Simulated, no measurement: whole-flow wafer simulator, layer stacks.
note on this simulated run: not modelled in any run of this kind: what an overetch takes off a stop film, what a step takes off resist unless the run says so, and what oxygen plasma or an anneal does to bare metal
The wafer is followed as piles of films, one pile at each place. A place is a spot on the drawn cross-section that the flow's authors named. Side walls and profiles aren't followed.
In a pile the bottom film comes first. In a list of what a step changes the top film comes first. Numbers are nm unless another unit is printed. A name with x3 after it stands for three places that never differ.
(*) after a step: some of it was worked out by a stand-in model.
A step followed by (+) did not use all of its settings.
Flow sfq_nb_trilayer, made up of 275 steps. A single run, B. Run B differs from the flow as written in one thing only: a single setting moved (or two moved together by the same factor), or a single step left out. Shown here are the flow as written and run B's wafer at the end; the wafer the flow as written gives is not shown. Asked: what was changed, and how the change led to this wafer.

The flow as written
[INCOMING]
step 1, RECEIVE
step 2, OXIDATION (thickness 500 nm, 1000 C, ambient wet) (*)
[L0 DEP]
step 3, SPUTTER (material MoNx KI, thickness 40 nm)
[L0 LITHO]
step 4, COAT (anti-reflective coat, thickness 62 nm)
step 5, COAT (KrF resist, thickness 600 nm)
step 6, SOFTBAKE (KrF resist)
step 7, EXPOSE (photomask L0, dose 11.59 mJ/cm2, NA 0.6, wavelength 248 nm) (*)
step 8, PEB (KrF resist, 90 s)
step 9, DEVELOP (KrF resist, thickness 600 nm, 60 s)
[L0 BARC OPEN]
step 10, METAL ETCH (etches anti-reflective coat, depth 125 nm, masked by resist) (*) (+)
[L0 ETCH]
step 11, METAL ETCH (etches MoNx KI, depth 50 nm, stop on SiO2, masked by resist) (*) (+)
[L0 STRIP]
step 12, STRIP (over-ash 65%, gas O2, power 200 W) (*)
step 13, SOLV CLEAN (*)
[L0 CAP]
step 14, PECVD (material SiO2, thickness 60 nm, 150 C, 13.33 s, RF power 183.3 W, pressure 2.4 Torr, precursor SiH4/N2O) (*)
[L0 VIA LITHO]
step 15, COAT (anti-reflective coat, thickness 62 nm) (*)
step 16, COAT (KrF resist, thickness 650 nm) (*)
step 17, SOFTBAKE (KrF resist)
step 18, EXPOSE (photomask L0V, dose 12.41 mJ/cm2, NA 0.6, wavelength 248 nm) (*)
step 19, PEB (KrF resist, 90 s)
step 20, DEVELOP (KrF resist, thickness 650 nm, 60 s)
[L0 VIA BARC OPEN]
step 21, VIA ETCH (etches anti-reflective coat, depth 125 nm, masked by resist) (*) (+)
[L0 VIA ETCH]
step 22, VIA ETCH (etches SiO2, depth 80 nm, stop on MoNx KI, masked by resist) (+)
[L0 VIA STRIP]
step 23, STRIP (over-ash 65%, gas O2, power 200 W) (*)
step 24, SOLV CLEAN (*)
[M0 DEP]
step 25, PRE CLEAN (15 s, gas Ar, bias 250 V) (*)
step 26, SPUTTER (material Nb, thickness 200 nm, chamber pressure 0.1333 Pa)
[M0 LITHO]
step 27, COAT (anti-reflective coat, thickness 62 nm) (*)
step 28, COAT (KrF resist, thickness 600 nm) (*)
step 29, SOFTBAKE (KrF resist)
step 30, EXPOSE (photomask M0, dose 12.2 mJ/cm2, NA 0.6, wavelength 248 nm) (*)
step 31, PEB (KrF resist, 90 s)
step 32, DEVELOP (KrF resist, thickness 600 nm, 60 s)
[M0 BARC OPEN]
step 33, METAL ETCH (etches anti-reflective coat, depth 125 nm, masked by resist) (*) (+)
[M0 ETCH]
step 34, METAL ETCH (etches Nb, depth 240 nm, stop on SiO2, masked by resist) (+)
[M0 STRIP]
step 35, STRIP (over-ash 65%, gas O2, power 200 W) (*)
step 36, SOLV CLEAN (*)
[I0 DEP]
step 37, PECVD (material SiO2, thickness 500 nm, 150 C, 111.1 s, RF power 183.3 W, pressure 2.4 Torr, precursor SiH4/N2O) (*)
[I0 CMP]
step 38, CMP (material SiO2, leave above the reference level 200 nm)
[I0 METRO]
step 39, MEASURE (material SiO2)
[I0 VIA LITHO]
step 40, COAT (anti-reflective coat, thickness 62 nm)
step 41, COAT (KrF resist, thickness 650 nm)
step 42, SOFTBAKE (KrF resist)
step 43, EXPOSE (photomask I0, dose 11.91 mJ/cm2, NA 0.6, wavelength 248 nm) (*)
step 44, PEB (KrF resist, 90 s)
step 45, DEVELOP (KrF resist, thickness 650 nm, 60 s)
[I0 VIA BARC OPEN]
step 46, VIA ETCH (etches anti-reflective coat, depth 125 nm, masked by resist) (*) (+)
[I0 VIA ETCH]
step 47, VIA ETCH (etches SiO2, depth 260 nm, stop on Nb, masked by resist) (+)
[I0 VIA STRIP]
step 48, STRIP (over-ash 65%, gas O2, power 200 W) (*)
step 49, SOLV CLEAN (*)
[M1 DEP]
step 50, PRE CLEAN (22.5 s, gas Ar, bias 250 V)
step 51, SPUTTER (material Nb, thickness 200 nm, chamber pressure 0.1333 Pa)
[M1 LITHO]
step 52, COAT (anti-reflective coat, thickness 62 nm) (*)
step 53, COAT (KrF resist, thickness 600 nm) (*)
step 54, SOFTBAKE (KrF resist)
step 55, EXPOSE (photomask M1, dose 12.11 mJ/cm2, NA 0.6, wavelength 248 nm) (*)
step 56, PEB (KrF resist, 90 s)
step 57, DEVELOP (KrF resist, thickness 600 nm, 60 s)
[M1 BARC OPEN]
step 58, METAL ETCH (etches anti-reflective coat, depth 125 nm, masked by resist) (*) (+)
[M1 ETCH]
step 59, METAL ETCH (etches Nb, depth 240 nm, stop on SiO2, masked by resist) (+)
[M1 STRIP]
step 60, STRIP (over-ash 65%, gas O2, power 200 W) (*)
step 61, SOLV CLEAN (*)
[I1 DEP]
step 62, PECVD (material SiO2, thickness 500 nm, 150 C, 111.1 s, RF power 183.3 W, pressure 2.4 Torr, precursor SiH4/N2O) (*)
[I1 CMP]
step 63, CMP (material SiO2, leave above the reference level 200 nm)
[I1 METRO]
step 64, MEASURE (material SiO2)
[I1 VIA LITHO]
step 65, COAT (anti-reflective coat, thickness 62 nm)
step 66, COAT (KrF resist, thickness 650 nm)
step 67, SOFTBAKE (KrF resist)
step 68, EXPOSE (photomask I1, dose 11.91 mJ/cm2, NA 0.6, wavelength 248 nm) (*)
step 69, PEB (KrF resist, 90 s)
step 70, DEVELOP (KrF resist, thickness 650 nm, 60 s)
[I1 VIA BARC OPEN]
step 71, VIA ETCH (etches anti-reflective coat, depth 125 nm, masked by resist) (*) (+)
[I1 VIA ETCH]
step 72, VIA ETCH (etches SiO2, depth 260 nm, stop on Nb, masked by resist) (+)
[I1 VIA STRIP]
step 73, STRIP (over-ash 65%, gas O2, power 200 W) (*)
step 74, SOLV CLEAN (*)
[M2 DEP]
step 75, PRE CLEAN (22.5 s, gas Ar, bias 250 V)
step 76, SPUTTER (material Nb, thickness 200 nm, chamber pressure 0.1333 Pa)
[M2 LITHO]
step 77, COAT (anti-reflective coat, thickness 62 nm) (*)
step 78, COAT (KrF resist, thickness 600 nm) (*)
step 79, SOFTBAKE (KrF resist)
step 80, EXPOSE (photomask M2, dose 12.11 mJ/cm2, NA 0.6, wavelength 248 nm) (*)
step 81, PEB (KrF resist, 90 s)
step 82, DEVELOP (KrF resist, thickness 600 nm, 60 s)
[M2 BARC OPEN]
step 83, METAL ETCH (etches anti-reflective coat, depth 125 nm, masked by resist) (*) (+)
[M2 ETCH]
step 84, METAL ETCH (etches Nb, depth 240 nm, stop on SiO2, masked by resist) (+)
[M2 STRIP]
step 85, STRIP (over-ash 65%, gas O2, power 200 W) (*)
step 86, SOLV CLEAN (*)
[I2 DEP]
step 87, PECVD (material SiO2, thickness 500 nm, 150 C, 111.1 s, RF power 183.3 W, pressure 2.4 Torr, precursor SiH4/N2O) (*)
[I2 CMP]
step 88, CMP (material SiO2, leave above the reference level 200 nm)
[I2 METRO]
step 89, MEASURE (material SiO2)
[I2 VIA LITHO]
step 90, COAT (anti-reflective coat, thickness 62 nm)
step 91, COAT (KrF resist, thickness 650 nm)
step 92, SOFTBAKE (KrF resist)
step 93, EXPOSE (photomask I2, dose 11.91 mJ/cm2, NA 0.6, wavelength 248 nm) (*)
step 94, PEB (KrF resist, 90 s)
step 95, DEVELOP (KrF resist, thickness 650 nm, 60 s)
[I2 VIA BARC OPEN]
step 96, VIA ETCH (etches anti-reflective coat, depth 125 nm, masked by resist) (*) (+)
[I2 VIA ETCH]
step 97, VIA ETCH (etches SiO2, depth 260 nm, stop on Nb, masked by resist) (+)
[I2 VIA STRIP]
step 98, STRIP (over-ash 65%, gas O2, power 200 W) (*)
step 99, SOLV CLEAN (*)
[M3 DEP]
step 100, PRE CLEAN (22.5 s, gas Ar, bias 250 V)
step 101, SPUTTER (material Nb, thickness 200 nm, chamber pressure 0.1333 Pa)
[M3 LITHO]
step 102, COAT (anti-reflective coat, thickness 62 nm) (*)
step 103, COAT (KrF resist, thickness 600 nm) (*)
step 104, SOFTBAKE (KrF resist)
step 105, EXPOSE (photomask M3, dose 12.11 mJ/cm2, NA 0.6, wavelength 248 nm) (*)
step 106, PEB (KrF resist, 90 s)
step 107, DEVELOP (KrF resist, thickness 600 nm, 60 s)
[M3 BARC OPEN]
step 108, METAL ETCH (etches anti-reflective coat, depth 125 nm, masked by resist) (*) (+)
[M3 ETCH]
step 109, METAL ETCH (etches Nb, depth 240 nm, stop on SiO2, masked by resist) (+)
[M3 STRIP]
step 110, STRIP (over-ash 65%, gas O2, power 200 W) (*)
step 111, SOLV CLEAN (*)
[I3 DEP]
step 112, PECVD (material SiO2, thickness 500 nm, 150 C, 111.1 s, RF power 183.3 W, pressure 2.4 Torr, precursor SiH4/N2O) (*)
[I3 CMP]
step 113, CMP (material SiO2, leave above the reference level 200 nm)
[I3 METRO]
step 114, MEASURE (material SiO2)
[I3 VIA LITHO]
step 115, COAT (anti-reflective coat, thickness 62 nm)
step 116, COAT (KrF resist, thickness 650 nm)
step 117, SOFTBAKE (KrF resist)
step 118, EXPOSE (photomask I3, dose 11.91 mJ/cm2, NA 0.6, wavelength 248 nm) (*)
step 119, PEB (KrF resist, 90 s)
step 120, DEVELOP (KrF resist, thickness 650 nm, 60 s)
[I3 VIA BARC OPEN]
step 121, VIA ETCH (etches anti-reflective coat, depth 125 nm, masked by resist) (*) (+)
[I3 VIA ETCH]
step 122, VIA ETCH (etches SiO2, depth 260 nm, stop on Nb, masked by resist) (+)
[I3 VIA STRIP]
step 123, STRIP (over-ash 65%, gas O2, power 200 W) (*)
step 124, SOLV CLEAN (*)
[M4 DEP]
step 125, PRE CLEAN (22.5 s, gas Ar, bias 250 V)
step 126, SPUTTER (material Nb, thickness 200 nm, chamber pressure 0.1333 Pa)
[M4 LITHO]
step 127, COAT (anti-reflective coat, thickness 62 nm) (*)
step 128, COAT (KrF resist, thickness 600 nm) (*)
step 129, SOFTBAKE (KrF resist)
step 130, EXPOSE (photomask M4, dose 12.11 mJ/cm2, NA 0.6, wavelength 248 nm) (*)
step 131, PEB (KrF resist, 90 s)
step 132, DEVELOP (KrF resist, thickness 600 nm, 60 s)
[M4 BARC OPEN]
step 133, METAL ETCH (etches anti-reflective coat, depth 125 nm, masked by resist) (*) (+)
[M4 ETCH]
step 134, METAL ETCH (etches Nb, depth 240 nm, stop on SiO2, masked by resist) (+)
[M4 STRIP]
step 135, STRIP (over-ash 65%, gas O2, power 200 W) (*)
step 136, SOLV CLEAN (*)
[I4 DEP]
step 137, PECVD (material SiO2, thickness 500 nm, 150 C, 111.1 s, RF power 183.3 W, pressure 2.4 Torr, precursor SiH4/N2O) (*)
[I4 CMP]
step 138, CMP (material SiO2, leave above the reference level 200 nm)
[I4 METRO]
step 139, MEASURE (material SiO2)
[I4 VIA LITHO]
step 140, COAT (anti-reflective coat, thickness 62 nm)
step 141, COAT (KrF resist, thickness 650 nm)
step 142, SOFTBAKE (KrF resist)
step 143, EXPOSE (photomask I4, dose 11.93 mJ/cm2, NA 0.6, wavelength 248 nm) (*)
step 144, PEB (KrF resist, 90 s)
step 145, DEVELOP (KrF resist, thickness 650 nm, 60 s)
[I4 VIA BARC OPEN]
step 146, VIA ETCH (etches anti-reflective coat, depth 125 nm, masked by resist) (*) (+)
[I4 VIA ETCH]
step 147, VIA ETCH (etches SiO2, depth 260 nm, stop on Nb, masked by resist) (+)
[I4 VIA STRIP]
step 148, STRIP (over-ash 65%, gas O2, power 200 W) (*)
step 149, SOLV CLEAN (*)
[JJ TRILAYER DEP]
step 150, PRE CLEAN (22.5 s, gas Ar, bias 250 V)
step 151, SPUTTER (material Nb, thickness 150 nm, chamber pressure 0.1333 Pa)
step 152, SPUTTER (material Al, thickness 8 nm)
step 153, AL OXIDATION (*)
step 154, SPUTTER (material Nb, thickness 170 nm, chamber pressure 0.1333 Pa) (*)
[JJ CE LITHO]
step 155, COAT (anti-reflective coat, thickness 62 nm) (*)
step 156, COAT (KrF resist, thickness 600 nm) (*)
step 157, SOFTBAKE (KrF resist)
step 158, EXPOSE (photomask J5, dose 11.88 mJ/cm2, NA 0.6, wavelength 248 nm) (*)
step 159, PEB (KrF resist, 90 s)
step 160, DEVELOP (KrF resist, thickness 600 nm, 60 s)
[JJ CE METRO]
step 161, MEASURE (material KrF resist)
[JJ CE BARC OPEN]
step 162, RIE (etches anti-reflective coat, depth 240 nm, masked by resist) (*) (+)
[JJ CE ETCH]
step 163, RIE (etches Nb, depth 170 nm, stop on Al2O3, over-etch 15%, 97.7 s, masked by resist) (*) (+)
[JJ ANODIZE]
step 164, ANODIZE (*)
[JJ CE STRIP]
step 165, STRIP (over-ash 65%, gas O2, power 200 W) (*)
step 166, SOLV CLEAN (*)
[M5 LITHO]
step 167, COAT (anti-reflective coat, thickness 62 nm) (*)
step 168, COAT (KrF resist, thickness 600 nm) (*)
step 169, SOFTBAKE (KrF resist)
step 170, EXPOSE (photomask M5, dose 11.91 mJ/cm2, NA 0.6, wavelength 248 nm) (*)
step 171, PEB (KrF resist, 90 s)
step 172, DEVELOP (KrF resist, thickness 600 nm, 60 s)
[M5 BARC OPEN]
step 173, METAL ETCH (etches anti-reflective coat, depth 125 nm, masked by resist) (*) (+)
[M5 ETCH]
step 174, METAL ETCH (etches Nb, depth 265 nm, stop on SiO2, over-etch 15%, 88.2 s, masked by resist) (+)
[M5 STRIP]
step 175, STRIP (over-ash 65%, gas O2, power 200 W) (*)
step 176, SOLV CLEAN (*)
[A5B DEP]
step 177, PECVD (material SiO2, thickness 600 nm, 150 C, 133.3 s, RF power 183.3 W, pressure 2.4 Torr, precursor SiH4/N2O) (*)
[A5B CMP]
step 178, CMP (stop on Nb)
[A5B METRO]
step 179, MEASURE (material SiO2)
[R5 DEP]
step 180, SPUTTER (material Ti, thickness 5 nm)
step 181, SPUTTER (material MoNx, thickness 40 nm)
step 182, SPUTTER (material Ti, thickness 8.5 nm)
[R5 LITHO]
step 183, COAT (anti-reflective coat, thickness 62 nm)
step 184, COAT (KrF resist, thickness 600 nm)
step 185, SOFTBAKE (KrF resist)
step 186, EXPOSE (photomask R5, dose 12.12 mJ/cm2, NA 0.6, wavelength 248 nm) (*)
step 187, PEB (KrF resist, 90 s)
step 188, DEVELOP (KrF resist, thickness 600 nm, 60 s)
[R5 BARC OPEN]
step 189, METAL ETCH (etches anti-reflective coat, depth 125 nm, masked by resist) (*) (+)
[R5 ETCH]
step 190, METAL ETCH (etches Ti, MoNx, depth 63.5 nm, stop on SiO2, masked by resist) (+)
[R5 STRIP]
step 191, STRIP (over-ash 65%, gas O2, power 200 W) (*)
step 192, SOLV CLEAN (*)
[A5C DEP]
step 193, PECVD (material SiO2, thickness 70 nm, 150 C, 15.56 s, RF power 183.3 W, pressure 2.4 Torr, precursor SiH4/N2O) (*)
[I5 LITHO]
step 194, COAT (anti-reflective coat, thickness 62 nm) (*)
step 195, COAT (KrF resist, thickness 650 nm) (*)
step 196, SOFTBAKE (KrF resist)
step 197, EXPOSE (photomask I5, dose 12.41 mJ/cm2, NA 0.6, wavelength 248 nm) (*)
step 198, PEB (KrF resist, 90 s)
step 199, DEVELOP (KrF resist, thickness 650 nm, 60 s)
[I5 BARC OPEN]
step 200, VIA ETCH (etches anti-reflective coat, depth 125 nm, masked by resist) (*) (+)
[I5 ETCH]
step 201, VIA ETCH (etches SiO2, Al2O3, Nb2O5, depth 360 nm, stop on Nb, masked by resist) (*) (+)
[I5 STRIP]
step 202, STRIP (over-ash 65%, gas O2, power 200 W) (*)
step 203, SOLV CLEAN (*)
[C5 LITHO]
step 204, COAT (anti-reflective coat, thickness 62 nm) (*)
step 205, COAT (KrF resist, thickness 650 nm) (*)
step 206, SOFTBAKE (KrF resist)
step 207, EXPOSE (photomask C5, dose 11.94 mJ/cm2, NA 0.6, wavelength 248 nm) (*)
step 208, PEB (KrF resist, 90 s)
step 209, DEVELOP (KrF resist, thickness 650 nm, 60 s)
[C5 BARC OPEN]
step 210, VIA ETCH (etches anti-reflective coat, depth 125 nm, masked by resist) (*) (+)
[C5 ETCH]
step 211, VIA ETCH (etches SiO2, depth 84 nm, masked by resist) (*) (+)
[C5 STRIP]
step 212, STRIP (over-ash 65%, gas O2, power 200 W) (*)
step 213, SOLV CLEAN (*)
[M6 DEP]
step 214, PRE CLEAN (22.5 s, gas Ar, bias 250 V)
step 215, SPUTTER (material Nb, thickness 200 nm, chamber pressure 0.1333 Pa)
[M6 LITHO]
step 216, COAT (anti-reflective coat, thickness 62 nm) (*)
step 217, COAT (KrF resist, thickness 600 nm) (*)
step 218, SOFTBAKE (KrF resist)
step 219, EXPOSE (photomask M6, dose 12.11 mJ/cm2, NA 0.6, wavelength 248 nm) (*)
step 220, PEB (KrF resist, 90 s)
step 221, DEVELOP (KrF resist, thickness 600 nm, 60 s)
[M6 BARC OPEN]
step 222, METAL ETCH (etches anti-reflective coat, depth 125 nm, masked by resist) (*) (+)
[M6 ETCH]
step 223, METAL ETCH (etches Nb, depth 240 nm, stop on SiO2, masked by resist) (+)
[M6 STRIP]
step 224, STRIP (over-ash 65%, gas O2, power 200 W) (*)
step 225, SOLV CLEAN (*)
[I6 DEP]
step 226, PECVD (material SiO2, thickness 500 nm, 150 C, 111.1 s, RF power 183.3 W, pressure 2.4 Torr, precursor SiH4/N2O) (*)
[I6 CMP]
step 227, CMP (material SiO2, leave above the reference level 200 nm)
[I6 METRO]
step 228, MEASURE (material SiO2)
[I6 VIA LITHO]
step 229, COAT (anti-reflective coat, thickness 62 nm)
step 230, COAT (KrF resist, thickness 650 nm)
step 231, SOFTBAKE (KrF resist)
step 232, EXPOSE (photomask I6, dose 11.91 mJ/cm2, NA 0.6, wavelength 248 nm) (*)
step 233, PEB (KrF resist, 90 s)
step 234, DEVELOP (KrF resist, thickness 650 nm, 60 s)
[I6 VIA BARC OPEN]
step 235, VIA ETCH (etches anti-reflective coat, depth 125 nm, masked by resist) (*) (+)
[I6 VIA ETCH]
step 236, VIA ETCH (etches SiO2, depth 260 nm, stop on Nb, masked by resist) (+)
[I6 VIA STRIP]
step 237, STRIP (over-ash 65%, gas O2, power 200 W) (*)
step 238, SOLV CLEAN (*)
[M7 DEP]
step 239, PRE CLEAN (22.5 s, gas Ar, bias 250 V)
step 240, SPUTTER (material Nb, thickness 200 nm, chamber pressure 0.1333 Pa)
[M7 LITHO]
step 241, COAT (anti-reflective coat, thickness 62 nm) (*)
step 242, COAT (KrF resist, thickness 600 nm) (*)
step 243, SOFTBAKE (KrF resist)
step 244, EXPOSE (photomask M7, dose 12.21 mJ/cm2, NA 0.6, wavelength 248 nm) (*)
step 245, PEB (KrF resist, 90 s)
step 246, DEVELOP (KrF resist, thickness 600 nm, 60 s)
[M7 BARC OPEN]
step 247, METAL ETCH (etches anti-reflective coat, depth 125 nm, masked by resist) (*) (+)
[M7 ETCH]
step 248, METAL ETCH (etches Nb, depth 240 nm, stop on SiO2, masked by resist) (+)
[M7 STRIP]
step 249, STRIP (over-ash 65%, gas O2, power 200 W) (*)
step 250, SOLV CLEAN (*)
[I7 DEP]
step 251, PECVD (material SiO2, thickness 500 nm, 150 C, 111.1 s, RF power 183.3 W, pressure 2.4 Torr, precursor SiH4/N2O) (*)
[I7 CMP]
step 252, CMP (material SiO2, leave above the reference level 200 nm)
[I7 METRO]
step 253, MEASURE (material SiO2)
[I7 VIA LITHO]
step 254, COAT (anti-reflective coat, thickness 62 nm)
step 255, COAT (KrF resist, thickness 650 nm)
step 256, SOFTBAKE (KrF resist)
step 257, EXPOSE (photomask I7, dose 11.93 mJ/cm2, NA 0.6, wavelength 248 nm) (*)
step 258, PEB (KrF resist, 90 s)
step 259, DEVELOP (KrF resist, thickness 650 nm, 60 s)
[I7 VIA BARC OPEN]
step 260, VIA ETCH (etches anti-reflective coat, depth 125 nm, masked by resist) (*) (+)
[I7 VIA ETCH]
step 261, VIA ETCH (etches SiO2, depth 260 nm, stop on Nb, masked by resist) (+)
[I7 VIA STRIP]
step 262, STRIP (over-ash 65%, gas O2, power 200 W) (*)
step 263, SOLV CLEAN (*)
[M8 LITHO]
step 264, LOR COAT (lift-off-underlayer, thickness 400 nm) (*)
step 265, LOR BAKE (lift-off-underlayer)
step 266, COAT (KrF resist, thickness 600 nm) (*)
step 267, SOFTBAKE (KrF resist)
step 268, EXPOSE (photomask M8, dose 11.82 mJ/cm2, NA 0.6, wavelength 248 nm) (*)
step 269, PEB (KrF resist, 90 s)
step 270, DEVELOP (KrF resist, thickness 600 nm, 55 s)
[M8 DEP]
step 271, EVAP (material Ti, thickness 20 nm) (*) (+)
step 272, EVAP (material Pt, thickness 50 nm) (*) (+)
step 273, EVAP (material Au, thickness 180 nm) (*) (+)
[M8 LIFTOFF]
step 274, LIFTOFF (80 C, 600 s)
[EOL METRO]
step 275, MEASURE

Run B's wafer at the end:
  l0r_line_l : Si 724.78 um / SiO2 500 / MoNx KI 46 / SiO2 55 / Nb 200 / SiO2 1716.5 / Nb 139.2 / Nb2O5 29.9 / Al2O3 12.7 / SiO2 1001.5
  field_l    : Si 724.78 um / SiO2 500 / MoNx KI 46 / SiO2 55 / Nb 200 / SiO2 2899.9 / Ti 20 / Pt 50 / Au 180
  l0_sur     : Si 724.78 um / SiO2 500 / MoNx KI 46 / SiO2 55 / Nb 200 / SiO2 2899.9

What caused this: step 3, SPUTTER: thickness 46 nm was run, whereas the flow has thickness 40 nm.
The wafer lets one read it off: l0r_line_l has MoNx KI 46, and step 3 as written asks for 40 nm.

How this came from the change, step by step:
  step 3, SPUTTER (material MoNx KI, thickness 40 nm)
      field_l, v_sur, via_wl and 103 more: MoNx KI gains 46 (new film) (in the flow as written it would be: MoNx KI gains 40 (new film))
  step 11, METAL ETCH (etches MoNx KI, depth 50 nm, stop on SiO2, masked by resist) (*) (+)
      v_sur, via_wl, via_w and 97 more: MoNx KI loses 46 (all of it) (in the flow as written it would be: MoNx KI loses 40 (all of it))
  step 15, COAT (anti-reflective coat, thickness 62 nm) (*)
      l0r_space_c: anti-reflective coat gains 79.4 (new film) (in the flow as written it would be: anti-reflective coat gains 77.2 (new film))
  step 23, STRIP (over-ash 65%, gas O2, power 200 W) (*)
      l0r_space_c: KrF resist loses 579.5 (all of it), anti-reflective coat loses 79.4 (all of it) (in the flow as written it would be: KrF resist loses 576.8 (all of it), anti-reflective coat loses 77.2 (all of it))
  step 27, COAT (anti-reflective coat, thickness 62 nm) (*)
      v_sur: anti-reflective coat gains 74.1 (new film) (in the flow as written it would be: anti-reflective coat gains 72.3 (new film))
      l0r_space_c: anti-reflective coat gains 80.4 (new film) (in the flow as written it would be: anti-reflective coat gains 78 (new film))
  step 35, STRIP (over-ash 65%, gas O2, power 200 W) (*)
      v_sur: KrF resist loses 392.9 (all of it), anti-reflective coat loses 74.1 (all of it) (in the flow as written it would be: KrF resist loses 391.6 (all of it), anti-reflective coat loses 72.3 (all of it))
      l0r_space_c: KrF resist loses 399.9 (all of it), anti-reflective coat loses 80.4 (all of it) (in the flow as written it would be: KrF resist loses 397.6 (all of it), anti-reflective coat loses 78 (all of it))
  step 38, CMP (material SiO2, leave above the reference level 200 nm)
      l0v: SiO2 loses 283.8 (in the flow as written it would be: SiO2 loses 277.8)
